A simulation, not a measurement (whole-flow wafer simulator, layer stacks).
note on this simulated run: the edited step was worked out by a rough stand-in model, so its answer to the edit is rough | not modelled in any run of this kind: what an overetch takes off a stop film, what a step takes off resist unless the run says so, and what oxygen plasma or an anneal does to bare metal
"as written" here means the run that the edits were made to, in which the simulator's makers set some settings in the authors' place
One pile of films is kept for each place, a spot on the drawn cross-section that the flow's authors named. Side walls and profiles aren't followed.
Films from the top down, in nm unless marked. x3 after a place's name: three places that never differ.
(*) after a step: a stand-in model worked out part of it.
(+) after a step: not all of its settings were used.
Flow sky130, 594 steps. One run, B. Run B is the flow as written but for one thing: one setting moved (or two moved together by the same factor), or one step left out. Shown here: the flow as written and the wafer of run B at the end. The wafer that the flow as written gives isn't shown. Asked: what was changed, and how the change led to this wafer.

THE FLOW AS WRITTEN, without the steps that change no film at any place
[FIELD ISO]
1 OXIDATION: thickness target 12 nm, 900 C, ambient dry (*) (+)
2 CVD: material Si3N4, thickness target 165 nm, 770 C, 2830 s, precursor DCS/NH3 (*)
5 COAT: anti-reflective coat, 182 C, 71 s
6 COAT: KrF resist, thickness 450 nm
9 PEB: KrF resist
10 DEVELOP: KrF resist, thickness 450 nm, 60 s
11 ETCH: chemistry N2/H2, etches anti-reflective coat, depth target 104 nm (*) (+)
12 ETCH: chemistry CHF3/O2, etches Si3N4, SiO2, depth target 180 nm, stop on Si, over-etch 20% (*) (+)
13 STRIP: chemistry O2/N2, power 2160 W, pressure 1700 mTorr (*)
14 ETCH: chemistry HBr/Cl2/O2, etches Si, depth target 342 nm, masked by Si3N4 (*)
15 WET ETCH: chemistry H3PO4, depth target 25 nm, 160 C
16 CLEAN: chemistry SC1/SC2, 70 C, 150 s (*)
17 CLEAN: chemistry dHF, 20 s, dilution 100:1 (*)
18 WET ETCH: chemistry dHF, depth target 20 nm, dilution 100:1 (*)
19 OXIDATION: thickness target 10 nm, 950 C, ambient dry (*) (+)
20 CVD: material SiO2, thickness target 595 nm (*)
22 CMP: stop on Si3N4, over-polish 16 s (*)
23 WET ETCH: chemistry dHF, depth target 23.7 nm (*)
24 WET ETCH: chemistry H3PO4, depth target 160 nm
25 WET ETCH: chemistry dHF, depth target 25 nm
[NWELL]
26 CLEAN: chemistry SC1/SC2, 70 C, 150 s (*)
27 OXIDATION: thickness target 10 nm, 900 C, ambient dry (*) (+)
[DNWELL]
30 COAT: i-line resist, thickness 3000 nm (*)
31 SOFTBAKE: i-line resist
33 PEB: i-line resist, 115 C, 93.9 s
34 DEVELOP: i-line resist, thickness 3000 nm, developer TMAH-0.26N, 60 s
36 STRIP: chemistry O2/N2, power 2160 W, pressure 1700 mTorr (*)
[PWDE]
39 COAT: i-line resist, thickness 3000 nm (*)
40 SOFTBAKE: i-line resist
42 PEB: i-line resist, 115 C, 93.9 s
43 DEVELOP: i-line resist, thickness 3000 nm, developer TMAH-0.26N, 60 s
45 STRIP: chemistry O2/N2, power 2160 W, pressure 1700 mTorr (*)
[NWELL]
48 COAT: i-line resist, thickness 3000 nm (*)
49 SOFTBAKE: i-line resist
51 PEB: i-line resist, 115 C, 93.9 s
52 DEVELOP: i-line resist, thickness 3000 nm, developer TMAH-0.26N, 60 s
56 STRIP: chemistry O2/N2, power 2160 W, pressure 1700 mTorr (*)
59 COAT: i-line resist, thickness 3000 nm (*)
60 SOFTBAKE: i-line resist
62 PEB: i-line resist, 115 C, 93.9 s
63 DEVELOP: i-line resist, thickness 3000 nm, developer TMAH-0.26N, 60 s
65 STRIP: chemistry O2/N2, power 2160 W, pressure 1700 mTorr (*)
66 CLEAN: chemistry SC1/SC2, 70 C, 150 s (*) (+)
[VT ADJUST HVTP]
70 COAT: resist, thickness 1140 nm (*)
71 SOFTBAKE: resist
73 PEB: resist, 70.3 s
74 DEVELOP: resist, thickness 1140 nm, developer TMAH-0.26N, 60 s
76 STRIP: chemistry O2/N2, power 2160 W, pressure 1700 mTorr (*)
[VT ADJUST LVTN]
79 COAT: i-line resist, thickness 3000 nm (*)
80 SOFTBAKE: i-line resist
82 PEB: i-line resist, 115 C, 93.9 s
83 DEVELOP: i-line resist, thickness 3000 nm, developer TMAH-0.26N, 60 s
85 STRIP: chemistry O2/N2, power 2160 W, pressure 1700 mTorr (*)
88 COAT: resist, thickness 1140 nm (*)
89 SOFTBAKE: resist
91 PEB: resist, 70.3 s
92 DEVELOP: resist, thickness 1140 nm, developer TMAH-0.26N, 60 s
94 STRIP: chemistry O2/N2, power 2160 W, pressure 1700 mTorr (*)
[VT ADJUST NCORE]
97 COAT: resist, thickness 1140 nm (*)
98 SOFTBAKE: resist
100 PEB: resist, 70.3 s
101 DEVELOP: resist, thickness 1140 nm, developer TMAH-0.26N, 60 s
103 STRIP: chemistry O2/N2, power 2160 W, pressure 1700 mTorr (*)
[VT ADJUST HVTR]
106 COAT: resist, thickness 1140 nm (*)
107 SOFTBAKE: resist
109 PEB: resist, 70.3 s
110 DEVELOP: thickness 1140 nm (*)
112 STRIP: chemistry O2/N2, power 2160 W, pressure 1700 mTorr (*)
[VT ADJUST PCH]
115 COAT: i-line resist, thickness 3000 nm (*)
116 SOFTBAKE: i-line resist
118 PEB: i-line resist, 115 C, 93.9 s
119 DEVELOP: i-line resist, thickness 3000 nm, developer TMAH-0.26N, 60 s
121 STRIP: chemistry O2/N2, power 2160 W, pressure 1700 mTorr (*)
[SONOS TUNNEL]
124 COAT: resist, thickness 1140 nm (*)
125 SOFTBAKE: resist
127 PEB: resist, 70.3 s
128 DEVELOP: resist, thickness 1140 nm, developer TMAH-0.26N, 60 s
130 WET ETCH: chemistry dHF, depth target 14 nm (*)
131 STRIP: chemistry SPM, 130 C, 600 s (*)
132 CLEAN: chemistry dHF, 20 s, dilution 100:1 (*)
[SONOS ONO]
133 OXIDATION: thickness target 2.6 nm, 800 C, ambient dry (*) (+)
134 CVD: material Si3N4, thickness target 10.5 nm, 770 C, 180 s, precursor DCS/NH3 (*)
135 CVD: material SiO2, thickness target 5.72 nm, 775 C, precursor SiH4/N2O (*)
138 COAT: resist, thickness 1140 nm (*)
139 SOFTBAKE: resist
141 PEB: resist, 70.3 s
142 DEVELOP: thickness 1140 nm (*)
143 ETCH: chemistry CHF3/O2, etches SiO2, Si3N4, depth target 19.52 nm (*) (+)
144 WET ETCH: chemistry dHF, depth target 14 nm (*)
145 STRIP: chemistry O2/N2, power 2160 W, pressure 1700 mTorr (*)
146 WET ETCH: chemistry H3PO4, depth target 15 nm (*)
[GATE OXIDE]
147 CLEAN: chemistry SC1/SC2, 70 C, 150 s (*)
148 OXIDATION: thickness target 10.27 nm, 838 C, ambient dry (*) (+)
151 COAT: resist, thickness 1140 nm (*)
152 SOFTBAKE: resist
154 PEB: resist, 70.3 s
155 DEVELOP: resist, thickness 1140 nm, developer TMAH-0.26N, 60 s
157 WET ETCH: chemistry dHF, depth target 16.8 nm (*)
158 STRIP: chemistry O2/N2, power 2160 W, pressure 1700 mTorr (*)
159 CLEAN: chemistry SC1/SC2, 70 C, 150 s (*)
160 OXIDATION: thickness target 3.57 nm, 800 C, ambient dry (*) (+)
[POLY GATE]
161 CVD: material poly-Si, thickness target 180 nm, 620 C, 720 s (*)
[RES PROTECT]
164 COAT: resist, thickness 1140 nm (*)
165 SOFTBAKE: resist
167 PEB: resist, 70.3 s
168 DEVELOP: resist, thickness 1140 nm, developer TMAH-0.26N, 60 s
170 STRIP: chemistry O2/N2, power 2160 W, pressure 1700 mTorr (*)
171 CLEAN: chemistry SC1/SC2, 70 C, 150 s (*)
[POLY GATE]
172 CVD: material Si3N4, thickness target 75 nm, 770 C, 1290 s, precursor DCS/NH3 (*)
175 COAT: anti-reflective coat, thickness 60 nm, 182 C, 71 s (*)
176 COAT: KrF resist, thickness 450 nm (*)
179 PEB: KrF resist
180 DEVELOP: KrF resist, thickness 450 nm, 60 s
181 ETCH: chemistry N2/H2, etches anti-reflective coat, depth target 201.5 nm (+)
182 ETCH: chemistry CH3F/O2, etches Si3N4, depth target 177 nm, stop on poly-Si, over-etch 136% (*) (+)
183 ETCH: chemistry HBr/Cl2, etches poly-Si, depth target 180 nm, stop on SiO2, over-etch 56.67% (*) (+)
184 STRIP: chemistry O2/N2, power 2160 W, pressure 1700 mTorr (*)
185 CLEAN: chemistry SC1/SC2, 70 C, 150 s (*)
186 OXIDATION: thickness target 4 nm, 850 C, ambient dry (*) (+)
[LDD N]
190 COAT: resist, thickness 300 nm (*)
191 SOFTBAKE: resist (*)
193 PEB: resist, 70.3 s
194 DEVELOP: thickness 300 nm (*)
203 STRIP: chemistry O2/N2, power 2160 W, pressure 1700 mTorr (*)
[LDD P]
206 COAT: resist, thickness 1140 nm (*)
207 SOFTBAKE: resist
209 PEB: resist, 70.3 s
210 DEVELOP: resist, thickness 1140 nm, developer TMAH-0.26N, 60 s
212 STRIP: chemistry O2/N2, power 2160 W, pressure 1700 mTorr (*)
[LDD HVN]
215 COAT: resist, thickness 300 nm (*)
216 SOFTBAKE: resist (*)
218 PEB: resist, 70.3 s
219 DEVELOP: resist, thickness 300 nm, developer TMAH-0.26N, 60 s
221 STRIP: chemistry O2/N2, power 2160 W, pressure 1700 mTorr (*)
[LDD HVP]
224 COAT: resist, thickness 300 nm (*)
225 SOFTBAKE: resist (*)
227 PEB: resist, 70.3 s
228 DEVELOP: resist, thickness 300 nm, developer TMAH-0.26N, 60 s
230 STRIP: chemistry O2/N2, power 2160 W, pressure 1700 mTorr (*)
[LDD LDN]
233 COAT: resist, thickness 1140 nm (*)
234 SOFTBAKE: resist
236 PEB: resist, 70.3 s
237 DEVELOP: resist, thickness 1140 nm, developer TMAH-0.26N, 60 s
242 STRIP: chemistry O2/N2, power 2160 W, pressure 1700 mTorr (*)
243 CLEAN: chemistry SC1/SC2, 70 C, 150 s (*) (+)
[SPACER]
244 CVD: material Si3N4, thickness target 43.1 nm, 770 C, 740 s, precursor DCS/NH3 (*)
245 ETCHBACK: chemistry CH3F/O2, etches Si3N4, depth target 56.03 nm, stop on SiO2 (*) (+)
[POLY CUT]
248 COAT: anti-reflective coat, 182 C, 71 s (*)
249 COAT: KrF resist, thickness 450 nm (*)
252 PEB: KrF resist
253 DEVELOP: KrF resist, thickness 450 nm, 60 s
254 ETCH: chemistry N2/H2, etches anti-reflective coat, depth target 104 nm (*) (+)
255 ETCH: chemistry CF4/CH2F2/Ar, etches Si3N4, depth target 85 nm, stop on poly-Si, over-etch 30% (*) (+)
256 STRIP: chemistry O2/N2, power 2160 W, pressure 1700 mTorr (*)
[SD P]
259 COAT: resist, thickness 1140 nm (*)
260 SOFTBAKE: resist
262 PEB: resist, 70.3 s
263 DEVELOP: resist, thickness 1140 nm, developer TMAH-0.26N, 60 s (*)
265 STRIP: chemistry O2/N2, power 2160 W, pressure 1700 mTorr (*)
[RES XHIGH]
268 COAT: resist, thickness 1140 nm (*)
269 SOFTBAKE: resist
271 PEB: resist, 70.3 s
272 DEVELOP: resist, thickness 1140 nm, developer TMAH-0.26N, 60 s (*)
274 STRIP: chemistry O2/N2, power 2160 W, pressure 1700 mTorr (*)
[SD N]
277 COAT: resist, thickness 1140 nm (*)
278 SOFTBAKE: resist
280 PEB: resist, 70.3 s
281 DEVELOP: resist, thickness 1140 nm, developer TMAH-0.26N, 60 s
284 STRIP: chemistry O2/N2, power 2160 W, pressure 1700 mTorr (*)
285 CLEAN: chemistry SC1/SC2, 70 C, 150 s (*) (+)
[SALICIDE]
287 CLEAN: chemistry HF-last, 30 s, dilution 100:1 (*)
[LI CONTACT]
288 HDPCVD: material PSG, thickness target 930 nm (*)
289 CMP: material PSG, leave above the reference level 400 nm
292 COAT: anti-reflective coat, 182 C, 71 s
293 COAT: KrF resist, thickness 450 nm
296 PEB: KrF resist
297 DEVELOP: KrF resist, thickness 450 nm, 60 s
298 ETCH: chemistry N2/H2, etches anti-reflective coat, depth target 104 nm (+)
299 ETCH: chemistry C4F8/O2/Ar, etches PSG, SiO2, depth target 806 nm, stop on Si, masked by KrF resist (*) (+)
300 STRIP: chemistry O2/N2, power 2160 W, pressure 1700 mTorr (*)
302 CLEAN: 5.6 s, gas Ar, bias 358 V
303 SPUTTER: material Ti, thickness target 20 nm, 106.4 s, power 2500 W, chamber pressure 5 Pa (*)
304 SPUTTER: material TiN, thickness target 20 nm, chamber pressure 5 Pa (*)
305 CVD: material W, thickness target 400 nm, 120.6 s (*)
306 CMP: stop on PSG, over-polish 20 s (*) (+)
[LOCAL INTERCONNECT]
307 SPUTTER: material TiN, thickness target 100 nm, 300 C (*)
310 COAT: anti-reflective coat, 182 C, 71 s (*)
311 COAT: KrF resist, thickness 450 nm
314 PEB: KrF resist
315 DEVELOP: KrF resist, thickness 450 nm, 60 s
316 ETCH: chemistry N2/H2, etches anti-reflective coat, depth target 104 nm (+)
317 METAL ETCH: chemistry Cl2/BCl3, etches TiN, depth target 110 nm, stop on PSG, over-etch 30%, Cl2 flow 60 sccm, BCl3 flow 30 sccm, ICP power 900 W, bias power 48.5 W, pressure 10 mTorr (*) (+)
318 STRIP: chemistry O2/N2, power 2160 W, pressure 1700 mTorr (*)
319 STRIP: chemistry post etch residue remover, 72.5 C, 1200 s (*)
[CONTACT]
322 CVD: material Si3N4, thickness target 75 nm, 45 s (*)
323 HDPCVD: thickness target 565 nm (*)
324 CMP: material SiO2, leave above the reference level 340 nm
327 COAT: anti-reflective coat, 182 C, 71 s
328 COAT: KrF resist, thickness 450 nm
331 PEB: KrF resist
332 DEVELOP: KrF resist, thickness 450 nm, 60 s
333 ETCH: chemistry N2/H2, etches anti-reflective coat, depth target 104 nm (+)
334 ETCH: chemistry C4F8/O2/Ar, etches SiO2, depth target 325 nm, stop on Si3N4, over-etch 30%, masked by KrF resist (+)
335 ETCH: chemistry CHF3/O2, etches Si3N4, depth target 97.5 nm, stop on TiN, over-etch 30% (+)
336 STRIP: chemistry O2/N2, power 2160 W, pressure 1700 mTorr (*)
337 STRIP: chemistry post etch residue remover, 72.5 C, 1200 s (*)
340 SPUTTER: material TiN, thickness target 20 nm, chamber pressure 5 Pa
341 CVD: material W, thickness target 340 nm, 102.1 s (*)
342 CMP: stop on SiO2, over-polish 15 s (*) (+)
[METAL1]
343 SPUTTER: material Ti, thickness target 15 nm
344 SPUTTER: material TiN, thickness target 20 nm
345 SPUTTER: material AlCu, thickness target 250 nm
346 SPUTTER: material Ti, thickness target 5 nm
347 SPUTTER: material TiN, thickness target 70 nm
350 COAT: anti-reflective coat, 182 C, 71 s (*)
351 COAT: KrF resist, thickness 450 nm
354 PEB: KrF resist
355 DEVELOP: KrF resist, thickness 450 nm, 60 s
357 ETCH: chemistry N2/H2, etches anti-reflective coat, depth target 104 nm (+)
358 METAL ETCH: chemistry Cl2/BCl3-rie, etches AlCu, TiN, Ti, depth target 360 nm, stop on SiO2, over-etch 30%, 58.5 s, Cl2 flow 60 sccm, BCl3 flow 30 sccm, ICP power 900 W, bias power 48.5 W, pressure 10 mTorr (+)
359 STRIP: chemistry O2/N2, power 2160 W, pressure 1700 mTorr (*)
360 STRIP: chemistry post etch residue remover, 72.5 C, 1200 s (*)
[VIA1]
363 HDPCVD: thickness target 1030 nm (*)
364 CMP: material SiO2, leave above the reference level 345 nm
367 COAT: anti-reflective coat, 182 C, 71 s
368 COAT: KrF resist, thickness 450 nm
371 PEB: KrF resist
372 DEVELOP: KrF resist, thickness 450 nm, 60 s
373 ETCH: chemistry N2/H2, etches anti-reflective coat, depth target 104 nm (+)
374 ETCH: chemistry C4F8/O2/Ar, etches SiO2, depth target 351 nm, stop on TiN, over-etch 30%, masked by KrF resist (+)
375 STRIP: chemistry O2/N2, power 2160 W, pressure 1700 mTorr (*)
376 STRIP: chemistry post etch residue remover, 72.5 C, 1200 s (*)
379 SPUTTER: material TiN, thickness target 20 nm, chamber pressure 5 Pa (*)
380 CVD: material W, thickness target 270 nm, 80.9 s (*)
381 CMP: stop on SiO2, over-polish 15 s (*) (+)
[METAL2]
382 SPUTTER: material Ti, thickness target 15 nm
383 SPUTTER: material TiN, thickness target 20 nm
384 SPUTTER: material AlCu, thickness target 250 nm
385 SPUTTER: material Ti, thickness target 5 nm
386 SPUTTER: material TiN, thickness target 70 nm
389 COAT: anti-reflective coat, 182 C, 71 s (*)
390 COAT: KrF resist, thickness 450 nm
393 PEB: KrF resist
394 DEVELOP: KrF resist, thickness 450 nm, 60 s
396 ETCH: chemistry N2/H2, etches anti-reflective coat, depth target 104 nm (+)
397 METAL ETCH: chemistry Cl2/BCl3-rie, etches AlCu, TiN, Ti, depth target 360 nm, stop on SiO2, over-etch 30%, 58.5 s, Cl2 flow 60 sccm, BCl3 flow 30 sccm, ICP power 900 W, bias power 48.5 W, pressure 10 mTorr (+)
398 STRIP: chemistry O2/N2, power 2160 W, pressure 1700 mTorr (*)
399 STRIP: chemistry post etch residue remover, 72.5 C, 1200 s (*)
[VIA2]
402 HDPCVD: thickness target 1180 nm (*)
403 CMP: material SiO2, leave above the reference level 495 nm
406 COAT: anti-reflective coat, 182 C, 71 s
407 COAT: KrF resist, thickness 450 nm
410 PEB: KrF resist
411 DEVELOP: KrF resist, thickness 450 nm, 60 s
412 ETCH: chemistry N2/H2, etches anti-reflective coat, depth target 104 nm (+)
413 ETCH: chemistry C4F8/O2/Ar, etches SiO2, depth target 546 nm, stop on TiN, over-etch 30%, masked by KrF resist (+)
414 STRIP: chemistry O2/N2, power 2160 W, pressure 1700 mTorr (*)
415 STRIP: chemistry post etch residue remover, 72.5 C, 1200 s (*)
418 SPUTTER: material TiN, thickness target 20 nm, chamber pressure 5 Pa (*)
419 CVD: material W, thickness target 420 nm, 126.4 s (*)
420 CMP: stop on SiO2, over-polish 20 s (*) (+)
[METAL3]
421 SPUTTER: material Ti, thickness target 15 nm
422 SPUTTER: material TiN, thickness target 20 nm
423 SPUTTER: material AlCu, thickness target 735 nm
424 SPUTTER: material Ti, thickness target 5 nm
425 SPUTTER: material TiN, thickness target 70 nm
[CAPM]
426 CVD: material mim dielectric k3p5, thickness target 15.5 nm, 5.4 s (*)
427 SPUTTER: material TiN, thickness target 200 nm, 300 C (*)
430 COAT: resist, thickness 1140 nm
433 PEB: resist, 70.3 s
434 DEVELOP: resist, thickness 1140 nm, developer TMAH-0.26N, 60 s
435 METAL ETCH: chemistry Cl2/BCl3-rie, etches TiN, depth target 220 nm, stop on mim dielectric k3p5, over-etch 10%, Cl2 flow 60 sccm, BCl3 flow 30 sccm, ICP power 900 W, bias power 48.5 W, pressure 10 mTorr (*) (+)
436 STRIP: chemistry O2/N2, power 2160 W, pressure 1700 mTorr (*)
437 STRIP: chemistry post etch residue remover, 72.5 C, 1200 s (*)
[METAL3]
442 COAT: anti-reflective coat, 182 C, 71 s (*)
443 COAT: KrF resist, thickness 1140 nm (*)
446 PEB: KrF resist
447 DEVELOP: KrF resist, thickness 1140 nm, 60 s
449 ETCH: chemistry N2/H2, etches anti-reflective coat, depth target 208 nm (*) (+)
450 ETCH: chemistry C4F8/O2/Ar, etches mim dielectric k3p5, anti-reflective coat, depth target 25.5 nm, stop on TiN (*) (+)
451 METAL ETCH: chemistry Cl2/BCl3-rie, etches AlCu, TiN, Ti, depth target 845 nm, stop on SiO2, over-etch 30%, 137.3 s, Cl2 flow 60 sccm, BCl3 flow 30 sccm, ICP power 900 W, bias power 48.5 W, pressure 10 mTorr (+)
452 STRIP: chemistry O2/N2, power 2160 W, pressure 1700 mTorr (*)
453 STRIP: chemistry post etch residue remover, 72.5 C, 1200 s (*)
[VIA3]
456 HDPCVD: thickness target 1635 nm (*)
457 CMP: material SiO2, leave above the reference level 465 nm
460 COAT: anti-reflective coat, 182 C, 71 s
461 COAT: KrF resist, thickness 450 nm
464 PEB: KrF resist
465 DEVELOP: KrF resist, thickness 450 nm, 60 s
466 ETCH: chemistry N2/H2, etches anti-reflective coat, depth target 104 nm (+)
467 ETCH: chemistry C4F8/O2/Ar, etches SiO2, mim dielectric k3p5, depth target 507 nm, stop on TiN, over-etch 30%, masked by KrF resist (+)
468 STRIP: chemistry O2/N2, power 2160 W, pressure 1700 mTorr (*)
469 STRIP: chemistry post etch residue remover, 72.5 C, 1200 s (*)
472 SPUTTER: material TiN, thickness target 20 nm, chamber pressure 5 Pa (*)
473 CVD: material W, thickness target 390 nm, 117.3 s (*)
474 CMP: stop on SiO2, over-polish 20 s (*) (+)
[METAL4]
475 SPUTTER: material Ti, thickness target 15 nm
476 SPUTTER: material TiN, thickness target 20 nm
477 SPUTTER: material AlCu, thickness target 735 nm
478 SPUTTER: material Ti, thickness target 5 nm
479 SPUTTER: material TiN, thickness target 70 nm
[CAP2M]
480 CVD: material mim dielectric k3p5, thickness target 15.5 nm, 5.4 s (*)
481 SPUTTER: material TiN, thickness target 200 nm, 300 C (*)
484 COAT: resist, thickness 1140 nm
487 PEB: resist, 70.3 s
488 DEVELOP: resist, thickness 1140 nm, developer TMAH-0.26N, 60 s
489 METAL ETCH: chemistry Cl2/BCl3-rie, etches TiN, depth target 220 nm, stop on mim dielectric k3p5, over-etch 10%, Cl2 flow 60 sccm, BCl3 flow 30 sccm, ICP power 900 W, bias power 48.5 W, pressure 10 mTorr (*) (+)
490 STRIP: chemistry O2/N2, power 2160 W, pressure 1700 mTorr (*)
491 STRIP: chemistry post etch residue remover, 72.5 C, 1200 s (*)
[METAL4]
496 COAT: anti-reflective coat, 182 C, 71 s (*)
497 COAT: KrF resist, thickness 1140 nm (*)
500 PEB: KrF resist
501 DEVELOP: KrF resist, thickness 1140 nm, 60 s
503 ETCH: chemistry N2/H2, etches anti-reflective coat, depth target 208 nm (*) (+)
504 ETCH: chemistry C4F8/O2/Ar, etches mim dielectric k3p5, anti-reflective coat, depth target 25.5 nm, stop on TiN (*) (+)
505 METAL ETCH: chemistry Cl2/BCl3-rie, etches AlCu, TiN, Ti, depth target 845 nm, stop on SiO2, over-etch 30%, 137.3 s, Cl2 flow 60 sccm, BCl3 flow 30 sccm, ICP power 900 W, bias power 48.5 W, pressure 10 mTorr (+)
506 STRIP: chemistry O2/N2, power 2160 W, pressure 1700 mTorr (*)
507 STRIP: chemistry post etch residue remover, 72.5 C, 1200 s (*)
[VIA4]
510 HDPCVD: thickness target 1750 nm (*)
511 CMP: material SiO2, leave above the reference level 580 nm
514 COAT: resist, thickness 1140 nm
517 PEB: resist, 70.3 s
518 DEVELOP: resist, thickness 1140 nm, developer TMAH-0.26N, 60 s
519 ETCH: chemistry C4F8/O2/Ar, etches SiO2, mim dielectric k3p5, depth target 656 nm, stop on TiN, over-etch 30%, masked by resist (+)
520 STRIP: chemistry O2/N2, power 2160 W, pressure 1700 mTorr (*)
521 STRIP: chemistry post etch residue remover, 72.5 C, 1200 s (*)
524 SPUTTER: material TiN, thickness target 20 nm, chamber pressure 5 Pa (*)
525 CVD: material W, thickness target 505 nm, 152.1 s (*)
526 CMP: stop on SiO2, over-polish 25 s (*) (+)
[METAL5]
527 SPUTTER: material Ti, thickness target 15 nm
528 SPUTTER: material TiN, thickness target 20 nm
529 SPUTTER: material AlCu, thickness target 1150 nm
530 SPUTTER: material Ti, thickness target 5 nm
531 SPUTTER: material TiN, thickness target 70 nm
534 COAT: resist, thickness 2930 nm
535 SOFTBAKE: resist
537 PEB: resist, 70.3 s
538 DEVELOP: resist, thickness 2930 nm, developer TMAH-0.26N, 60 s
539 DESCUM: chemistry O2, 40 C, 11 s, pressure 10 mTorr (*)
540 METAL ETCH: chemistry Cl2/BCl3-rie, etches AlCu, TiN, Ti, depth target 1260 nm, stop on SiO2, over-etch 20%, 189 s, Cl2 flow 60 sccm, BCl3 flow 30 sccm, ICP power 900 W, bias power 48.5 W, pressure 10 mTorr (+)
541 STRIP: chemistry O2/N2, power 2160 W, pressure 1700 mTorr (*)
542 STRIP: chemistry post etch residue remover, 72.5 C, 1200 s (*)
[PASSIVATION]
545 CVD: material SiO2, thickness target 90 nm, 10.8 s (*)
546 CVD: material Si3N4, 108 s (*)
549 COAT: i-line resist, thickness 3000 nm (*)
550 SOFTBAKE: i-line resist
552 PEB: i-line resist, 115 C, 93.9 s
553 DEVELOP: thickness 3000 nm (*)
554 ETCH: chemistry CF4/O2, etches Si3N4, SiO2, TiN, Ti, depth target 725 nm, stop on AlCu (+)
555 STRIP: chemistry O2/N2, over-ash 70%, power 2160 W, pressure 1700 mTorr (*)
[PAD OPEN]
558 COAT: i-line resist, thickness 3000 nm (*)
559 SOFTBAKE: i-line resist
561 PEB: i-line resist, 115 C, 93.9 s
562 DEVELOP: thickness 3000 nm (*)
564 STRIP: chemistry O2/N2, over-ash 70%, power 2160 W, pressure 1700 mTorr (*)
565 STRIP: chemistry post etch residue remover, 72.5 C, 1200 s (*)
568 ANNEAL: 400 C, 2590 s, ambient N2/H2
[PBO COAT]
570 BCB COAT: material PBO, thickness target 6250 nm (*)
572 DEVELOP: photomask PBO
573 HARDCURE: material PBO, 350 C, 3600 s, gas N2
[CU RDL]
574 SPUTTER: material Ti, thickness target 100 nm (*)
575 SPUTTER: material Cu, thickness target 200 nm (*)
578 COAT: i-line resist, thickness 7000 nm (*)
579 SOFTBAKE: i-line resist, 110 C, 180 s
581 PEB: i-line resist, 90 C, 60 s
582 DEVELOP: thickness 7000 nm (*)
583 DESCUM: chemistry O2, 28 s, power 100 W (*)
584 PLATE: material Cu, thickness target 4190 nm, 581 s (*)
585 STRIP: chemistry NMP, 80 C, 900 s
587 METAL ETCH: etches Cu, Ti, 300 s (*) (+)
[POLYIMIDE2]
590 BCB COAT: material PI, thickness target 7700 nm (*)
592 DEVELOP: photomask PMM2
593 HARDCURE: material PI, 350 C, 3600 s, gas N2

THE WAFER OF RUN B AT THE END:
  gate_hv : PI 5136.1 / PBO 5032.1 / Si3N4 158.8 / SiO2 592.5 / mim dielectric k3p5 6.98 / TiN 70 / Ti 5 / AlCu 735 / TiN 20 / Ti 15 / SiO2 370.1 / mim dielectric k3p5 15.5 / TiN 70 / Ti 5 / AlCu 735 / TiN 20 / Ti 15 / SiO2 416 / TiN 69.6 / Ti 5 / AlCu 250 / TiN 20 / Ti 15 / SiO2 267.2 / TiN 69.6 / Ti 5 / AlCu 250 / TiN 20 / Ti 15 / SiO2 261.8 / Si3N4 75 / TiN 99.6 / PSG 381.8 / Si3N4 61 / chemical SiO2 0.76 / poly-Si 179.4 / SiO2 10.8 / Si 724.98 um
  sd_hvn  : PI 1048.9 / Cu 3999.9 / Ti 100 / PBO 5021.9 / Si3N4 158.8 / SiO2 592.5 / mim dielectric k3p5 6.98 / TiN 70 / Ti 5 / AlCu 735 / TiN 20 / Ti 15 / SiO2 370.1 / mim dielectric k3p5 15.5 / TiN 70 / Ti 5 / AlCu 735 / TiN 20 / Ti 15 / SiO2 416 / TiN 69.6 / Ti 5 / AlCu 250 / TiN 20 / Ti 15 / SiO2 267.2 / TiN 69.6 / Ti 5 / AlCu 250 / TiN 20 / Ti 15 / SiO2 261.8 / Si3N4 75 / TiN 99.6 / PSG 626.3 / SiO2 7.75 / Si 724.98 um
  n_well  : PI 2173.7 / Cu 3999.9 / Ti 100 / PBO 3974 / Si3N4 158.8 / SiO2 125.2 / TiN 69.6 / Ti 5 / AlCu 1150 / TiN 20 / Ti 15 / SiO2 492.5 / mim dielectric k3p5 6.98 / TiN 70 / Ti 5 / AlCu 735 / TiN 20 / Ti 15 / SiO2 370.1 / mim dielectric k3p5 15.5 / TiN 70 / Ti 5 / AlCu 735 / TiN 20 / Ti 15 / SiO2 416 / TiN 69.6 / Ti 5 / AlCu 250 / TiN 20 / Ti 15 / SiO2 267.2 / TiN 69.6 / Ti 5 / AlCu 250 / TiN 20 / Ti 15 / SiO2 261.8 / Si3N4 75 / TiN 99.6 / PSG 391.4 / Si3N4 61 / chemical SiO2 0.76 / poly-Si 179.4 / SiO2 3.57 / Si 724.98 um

The cause: step 480, CVD: thickness target 6.98 nm was run, where the flow has thickness target 15.5 nm; step 480, CVD: 2.43 s was run, where the flow has 5.4 s.
It can be read off the wafer: gate_hv has mim dielectric k3p5 6.98, and step 480 as written asks for 15.5 nm.

How the change led to this, step by step:
  480 CVD: material mim dielectric k3p5, thickness target 15.5 nm, 5.4 s (*)
      field, active, n_well and 189 more: mim dielectric k3p5 +6.98 (new film) (as written it would be: mim dielectric k3p5 +15.5 (new film))
  504 ETCH: chemistry C4F8/O2/Ar, etches mim dielectric k3p5, anti-reflective coat, depth target 25.5 nm, stop on TiN (*) (+)
      n_well, p_well, gate_hv and 102 more: KrF resist -6.98 (as written it would be: KrF resist -15.5)
      field, active, gate and 85 more: mim dielectric k3p5 -6.98 (all of it) (as written it would be: mim dielectric k3p5 -15.5 (all of it))
  506 STRIP: chemistry O2/N2, power 2160 W, pressure 1700 mTorr (*)
      mim2: KrF resist -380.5 (all of it), anti-reflective coat -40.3 (all of it) (as written it would be: KrF resist -372.1 (all of it), anti-reflective coat -40.3 (all of it))
  519 ETCH: chemistry C4F8/O2/Ar, etches SiO2, mim dielectric k3p5, depth target 656 nm, stop on TiN, over-etch 30%, masked by resist (+)
      m1: SiO2 -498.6 (all of it), mim dielectric k3p5 -6.98 (all of it) (as written it would be: SiO2 -490.1 (all of it), mim dielectric k3p5 -15.5 (all of it))
      via4_hole: SiO2 -498 (all of it), mim dielectric k3p5 -6.98 (all of it) (as written it would be: SiO2 -489.5 (all of it), mim dielectric k3p5 -15.5 (all of it))
